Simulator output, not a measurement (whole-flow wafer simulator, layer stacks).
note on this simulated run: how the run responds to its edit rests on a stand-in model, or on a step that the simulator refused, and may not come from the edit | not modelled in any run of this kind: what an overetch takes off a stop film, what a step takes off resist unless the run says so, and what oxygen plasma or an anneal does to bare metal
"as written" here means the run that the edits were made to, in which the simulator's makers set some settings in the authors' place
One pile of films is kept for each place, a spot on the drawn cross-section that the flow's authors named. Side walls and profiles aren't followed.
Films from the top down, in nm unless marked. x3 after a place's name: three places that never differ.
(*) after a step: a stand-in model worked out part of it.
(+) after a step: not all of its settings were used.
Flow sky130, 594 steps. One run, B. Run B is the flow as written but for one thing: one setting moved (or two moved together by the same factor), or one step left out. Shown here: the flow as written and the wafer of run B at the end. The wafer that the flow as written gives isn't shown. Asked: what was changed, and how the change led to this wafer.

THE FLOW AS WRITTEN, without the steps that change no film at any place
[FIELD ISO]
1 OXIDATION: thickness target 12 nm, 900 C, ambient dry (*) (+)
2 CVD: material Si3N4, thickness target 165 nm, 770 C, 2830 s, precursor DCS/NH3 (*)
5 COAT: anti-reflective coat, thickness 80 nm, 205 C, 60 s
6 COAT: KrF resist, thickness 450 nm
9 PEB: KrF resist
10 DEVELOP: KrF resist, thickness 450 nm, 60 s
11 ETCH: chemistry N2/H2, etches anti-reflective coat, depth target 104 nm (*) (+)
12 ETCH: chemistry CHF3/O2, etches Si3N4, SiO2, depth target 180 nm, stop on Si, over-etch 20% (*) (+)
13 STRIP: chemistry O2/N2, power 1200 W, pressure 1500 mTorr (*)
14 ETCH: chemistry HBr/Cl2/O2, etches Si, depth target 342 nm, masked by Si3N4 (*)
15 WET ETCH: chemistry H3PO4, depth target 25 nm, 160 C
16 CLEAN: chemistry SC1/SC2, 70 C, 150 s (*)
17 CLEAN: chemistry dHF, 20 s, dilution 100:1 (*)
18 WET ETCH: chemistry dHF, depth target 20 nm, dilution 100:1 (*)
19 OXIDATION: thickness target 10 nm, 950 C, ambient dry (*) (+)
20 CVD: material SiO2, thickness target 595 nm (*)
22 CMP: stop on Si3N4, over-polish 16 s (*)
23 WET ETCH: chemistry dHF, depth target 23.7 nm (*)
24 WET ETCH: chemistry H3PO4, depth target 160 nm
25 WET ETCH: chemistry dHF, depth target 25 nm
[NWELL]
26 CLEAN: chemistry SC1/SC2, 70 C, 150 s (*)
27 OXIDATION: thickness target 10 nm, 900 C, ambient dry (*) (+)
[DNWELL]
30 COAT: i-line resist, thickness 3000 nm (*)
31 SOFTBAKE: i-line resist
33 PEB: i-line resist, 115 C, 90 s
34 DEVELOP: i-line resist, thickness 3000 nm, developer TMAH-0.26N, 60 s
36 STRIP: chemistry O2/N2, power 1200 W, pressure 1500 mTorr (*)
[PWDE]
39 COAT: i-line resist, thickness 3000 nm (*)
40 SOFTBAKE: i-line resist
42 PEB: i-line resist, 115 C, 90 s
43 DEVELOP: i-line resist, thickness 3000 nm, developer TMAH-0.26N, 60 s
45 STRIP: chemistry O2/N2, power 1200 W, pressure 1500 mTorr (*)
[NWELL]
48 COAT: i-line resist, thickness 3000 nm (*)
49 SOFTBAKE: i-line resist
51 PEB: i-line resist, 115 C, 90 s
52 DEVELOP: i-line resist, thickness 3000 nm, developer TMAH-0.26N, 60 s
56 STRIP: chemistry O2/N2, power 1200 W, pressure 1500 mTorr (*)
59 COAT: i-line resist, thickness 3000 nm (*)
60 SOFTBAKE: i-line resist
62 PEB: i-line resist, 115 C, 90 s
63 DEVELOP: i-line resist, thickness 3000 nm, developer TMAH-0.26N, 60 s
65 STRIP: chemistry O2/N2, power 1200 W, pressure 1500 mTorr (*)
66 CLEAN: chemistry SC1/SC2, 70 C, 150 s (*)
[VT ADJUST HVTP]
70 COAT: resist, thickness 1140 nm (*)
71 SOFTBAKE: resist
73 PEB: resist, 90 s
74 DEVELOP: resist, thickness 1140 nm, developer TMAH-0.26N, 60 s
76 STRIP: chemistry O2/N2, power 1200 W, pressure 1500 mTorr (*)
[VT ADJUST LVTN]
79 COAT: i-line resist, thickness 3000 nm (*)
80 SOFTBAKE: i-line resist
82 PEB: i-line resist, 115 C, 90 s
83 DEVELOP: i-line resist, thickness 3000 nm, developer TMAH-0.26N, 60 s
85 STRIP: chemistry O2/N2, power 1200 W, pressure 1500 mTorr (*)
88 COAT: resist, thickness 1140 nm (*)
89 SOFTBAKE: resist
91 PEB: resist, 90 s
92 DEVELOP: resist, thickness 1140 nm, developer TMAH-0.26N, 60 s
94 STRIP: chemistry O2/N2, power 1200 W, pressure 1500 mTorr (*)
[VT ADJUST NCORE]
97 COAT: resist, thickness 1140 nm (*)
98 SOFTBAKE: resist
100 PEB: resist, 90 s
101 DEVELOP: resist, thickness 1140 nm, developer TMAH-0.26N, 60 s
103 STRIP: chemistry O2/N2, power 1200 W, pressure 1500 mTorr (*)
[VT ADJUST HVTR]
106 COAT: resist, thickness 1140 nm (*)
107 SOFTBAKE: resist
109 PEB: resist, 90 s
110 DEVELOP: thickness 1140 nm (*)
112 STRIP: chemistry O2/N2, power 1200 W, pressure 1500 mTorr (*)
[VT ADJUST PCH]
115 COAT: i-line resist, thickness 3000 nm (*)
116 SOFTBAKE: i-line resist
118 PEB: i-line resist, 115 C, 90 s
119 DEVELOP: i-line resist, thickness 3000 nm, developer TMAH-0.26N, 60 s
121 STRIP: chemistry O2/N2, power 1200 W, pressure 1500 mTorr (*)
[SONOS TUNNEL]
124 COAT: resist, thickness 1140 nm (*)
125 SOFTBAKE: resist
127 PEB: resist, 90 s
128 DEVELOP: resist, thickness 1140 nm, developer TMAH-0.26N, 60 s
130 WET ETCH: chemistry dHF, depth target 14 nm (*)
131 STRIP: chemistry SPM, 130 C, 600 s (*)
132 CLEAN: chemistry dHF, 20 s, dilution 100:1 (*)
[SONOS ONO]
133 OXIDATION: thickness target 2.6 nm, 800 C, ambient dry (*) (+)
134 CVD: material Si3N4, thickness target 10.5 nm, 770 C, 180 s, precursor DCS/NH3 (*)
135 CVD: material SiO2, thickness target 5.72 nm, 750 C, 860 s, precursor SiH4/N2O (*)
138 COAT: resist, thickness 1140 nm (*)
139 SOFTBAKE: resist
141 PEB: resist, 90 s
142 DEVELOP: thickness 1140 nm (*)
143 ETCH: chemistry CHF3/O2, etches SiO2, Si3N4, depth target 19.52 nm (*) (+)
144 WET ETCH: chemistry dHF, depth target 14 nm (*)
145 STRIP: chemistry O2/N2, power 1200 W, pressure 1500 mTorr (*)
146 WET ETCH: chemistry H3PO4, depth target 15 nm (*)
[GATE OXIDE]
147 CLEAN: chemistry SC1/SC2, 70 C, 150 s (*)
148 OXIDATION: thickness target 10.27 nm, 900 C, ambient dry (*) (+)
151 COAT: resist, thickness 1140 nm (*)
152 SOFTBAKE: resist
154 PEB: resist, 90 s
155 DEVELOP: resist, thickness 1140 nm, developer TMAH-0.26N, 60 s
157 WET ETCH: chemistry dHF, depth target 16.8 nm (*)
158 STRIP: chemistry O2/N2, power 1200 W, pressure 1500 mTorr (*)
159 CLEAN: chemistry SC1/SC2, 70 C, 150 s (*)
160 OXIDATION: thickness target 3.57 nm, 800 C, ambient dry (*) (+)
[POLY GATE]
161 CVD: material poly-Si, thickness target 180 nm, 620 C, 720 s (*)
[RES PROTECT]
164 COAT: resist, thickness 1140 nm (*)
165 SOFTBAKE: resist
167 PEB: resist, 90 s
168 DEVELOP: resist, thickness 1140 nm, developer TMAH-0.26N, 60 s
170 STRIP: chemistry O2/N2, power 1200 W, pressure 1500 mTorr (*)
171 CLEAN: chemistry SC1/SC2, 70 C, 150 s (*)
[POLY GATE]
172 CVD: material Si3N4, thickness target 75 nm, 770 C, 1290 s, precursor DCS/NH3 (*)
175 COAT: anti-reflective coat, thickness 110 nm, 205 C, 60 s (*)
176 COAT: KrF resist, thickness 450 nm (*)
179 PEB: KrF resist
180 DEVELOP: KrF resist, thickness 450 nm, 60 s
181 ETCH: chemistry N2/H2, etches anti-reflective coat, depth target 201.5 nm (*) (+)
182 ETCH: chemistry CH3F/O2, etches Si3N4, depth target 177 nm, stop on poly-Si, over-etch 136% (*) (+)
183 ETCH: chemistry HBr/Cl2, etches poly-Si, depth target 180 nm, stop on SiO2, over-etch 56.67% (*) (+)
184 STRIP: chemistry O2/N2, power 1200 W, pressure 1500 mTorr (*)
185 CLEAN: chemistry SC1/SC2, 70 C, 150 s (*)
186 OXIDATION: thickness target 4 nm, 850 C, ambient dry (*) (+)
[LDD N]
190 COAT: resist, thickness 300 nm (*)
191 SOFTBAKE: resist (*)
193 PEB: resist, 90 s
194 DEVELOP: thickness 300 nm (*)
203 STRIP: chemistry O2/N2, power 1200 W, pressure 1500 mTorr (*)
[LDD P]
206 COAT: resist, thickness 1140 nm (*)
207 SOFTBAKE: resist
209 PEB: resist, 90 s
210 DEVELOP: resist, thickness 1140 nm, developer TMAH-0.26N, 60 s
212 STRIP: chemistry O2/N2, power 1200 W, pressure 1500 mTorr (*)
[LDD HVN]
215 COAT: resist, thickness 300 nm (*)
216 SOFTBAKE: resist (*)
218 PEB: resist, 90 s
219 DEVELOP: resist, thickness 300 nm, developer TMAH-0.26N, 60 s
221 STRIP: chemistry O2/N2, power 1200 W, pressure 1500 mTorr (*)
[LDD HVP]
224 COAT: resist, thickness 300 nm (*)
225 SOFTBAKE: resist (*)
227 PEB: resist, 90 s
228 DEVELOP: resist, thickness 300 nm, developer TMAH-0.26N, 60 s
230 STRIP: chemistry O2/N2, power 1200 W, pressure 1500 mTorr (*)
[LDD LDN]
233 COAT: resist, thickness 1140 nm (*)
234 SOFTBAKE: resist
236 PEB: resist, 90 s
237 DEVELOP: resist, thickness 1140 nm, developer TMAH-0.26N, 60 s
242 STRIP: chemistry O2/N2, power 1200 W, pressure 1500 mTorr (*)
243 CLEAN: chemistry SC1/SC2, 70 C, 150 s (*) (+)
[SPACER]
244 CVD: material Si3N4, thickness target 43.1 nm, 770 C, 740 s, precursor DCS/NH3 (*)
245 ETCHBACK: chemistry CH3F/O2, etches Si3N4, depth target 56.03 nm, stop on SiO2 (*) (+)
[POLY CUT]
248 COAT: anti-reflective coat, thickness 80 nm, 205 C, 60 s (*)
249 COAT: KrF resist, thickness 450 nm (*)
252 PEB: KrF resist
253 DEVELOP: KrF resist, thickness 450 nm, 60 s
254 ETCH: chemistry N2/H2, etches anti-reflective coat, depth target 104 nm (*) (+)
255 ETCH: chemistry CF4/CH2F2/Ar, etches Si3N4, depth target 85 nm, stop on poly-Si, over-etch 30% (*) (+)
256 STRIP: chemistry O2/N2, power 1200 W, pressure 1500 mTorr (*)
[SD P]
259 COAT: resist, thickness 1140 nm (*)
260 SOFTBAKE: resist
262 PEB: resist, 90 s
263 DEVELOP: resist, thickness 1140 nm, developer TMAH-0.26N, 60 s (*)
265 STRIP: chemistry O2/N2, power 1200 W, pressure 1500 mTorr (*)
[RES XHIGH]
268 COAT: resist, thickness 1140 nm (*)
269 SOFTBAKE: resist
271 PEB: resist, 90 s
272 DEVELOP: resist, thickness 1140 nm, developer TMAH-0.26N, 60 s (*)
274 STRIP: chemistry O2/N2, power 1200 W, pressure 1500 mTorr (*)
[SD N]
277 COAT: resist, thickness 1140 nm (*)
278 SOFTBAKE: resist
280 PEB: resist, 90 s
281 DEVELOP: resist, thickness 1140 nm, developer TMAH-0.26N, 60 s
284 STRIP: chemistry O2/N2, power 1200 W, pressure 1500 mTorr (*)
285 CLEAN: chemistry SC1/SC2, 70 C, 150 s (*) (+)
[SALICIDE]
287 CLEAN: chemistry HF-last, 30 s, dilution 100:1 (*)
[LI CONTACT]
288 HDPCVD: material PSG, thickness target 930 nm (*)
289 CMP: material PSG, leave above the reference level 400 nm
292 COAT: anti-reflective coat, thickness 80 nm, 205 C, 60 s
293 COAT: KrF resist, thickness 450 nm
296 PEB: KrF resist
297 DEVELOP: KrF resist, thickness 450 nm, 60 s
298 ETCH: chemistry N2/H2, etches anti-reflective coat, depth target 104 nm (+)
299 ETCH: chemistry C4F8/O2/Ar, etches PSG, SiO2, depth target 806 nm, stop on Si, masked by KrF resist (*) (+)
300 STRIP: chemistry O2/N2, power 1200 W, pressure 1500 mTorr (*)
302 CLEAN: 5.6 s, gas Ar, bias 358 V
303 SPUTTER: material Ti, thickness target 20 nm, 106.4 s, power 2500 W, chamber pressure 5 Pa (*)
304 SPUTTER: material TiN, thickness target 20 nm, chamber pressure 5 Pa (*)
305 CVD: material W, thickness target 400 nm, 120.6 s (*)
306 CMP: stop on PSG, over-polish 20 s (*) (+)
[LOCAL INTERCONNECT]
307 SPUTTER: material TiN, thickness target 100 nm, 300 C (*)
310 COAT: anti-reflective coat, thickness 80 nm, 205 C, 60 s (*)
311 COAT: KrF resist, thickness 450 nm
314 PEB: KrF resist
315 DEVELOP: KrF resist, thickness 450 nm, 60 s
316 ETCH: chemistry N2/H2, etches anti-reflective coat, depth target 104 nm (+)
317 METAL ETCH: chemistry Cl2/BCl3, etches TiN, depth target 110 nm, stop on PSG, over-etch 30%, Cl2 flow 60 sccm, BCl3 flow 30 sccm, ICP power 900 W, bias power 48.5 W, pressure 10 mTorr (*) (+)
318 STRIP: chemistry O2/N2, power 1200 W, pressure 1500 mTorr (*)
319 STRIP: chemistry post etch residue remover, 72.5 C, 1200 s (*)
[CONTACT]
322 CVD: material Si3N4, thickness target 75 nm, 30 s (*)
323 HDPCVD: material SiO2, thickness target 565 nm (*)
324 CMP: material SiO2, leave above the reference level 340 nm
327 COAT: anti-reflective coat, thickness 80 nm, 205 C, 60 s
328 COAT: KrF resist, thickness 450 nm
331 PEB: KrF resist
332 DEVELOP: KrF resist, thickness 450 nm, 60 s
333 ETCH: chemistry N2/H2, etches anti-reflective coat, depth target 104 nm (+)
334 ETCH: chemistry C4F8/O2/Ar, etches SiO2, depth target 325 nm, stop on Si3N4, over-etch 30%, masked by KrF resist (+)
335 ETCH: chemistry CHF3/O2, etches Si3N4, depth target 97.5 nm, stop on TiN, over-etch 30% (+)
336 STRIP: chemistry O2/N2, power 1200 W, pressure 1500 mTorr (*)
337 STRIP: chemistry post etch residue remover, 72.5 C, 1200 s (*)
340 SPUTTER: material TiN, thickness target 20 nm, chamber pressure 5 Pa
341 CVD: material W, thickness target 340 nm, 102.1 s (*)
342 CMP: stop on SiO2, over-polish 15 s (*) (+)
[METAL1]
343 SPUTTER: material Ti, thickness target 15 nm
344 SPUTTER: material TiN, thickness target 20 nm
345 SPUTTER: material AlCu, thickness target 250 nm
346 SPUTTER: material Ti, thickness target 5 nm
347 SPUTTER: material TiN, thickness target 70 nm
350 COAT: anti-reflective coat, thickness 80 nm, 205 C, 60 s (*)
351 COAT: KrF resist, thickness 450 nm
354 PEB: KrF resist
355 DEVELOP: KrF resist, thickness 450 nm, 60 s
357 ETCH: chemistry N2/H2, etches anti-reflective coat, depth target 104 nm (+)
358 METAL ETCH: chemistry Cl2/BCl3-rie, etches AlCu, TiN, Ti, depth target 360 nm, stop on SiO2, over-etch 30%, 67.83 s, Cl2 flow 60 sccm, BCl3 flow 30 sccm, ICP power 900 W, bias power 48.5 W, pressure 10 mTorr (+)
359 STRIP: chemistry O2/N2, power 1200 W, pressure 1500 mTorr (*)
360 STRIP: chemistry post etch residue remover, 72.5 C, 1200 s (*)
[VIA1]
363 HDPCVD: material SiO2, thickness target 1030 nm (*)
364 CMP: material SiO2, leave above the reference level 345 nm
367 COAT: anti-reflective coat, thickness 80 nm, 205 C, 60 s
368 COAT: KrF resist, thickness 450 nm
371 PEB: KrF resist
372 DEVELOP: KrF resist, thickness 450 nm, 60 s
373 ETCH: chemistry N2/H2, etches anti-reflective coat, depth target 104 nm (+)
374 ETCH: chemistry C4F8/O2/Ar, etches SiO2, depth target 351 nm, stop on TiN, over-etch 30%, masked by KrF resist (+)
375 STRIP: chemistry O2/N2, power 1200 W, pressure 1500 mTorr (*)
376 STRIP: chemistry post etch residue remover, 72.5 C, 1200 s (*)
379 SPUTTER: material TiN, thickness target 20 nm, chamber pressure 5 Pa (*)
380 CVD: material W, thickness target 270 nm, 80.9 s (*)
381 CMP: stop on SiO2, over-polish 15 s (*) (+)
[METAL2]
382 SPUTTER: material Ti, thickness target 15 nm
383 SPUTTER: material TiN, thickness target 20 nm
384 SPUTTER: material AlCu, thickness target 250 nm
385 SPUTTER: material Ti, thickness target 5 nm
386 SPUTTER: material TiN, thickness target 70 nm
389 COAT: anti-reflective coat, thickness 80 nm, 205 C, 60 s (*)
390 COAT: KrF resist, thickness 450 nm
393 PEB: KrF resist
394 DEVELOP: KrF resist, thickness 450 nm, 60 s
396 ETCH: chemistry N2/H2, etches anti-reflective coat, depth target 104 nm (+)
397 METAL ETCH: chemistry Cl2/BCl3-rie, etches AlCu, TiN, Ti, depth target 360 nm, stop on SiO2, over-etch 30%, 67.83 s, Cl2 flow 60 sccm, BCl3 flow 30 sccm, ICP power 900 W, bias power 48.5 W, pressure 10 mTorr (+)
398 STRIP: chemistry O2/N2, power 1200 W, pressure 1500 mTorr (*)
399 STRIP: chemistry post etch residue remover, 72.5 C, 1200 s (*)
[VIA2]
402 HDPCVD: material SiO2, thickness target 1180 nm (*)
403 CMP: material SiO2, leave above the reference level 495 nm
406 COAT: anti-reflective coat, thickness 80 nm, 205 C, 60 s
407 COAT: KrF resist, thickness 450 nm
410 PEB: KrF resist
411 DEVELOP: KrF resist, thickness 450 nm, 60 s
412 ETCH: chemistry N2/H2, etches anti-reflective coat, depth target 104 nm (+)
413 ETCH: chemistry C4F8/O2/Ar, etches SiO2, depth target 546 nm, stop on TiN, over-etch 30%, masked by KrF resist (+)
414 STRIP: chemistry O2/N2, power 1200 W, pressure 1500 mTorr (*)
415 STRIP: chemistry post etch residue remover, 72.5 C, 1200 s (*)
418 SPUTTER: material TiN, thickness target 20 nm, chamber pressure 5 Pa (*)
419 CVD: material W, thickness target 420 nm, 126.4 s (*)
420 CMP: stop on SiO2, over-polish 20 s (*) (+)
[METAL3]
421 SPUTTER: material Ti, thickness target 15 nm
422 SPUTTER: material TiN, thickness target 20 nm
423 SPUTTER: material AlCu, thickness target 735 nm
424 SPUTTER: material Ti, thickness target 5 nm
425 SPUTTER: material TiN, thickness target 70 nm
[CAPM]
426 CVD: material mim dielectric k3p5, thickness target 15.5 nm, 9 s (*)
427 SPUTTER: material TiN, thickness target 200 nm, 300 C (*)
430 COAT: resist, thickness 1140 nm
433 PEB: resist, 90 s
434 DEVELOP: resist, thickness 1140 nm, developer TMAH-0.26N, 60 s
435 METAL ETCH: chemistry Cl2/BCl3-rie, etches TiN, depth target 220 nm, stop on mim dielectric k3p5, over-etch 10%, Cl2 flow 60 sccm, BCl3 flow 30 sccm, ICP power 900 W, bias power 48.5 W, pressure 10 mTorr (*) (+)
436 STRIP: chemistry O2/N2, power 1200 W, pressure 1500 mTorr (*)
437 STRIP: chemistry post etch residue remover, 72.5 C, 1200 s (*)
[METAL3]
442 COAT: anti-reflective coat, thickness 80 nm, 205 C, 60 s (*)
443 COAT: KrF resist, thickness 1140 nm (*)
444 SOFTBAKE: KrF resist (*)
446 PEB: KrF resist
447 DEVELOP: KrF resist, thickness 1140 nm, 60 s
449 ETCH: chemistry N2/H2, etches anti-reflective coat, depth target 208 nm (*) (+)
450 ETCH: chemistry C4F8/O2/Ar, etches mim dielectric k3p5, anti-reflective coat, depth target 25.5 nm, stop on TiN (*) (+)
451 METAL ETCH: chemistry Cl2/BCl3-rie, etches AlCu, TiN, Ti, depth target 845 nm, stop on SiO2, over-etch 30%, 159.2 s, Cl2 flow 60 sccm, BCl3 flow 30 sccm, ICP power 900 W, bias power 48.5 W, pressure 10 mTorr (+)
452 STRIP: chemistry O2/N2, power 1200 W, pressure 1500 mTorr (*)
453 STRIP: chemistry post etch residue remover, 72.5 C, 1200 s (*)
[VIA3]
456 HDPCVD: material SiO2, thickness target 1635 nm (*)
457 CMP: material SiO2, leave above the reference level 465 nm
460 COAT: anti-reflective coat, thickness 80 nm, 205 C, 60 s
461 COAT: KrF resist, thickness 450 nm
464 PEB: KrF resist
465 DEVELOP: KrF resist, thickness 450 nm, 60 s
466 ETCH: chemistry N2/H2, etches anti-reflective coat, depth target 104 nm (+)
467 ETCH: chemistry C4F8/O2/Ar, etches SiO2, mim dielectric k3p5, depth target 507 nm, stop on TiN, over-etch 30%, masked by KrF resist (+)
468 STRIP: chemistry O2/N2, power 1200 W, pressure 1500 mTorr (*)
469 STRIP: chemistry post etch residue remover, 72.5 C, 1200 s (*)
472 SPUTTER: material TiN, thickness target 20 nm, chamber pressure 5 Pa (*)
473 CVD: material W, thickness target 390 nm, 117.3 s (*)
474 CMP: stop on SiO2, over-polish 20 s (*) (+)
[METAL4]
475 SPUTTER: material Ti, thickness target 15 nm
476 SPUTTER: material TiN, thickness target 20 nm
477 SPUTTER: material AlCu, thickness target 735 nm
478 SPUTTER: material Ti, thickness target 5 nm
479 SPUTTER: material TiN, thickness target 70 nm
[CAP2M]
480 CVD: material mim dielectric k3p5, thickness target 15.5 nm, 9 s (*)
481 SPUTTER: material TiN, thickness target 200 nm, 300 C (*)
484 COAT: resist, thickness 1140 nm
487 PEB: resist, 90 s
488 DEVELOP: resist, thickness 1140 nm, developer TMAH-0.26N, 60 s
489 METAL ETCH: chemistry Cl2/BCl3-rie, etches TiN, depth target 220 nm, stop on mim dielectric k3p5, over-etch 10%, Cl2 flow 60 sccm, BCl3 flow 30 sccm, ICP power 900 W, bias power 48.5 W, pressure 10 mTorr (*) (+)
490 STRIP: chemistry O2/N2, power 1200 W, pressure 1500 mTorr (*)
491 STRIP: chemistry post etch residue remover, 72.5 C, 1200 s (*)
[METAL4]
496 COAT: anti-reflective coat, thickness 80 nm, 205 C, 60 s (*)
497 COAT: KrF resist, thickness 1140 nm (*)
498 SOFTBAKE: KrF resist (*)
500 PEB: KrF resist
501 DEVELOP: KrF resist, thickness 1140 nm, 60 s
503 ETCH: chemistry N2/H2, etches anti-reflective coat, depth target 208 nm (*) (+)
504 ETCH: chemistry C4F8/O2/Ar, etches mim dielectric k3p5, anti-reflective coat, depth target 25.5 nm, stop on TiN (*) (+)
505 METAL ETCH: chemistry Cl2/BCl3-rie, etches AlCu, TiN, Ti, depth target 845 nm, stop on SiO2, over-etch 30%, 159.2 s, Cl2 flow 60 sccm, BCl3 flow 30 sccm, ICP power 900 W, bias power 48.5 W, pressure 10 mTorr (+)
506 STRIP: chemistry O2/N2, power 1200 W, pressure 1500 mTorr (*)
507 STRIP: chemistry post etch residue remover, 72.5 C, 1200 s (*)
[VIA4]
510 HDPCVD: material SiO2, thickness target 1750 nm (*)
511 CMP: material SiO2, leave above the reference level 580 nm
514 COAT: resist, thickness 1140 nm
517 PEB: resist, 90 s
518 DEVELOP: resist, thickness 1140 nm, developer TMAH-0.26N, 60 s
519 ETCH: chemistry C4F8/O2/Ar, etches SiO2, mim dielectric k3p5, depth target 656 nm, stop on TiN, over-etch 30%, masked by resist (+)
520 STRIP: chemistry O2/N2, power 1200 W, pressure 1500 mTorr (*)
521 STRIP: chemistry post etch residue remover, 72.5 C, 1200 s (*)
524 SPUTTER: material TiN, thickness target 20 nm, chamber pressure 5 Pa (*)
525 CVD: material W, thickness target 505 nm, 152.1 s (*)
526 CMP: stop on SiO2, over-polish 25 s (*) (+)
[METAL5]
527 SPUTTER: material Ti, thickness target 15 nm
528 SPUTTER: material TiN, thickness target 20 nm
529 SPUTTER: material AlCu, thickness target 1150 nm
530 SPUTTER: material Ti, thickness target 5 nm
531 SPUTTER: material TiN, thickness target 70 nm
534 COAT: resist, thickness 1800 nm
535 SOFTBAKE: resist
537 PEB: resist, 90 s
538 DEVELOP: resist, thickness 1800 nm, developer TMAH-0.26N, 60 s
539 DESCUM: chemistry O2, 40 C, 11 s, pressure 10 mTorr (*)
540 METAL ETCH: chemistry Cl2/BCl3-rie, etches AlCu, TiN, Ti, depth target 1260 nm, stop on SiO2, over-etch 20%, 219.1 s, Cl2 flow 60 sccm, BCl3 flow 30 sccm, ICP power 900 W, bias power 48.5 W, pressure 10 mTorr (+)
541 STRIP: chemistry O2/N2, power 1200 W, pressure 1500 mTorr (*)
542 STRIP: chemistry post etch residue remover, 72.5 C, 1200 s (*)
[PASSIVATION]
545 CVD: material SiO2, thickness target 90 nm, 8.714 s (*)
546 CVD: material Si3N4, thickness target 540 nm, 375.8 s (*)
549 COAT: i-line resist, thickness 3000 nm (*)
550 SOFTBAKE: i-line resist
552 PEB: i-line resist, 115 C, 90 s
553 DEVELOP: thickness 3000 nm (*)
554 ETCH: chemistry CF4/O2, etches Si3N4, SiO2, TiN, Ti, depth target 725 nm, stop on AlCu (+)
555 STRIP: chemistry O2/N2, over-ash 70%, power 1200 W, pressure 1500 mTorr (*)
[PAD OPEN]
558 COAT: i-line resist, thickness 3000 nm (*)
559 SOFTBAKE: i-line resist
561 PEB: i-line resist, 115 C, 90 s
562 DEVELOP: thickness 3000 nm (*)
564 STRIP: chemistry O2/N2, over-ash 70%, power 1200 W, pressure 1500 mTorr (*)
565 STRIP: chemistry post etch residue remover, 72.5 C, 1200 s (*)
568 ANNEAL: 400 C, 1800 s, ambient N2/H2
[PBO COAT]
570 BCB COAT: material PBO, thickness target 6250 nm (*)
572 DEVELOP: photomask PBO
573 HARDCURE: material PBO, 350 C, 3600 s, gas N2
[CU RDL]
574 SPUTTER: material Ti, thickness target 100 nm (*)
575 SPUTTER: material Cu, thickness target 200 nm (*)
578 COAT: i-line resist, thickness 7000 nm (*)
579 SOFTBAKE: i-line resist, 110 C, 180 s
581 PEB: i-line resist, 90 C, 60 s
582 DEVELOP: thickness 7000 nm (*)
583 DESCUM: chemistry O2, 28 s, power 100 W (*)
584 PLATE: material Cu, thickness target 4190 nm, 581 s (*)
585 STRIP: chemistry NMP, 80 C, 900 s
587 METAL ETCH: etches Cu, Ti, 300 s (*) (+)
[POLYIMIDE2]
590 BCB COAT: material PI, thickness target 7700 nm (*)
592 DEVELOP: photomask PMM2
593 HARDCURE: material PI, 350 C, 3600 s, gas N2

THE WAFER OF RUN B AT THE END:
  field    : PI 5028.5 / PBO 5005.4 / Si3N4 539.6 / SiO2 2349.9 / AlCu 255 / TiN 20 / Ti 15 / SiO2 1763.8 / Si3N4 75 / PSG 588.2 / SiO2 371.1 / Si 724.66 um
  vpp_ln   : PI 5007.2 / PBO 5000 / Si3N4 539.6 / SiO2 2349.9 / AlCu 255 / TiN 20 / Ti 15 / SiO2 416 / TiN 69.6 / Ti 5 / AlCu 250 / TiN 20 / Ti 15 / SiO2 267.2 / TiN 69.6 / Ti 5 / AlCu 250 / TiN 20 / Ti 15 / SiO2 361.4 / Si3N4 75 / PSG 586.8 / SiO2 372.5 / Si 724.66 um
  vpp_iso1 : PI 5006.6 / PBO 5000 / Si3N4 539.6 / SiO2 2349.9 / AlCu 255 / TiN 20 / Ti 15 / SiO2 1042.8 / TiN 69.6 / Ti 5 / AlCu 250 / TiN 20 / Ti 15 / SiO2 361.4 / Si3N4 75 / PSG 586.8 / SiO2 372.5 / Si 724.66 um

The cause: step 451, METAL ETCH: depth target 422.5 nm was run, where the flow has depth target 845 nm.

How the change led to this, step by step:
  451 METAL ETCH: chemistry Cl2/BCl3-rie, etches AlCu, TiN, Ti, depth target 845 nm, stop on SiO2, over-etch 30%, 159.2 s, Cl2 flow 60 sccm, BCl3 flow 30 sccm, ICP power 900 W, bias power 48.5 W, pressure 10 mTorr (+)
      field, active, gate and 69 more: TiN -70 (all of it), Ti -5 (all of it), AlCu -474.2 (as written it would be: TiN -70 (all of it), Ti -5 (all of it), AlCu -735 (all of it), TiN -20 (all of it), Ti -15 (all of it), SiO2 -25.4)
      vpp_ln, vpp_iso2, ndiff_ln and 10 more: TiN -70 (all of it), Ti -5 (all of it), AlCu -474.2 (as written it would be: TiN -70 (all of it), Ti -5 (all of it), AlCu -735 (all of it), TiN -20 (all of it), Ti -15 (all of it), SiO2 -25.3)
      (and at 107 more places)
  452 STRIP: chemistry O2/N2, power 1200 W, pressure 1500 mTorr (*)
      gate_hv, dice_street, pplus_nw and 71 more: KrF resist -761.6 (all of it), anti-reflective coat -80 (all of it) (as written it would be: KrF resist -486.9 (all of it), anti-reflective coat -80 (all of it))
      n_well, p_well, sd_n and 6 more: KrF resist -761.5 (all of it), anti-reflective coat -80 (all of it) (as written it would be: KrF resist -486.9 (all of it), anti-reflective coat -80 (all of it))
      (and at 24 more places)
  453 STRIP: chemistry post etch residue remover, 72.5 C, 1200 s (*)
      field, active, gate and 82 more: AlCu -5.72 (as written it would be: nothing)
  456 HDPCVD: material SiO2, thickness target 1635 nm (*)
      field, active, gate and 82 more: SiO2 +1635 (new film) (as written it would be: SiO2 +1635)
  457 CMP: material SiO2, leave above the reference level 465 nm
      field, active, gate and 82 more: SiO2 -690 (as written it would be: SiO2 -374.7)
Counting metal films that touch as one body, field has 1 body; the flow as written gives 0 bodies.
Counting metal films that touch as one body, vpp_ln has 3 bodies (between them, from the top down: SiO2 416; SiO2 267.2); the flow as written gives 2 bodies (between them, from the top down: SiO2 267.2).
Counting metal films that touch as one body, vpp_iso1 has 2 bodies (between them, from the top down: SiO2 1042.8); the flow as written gives 1 body.
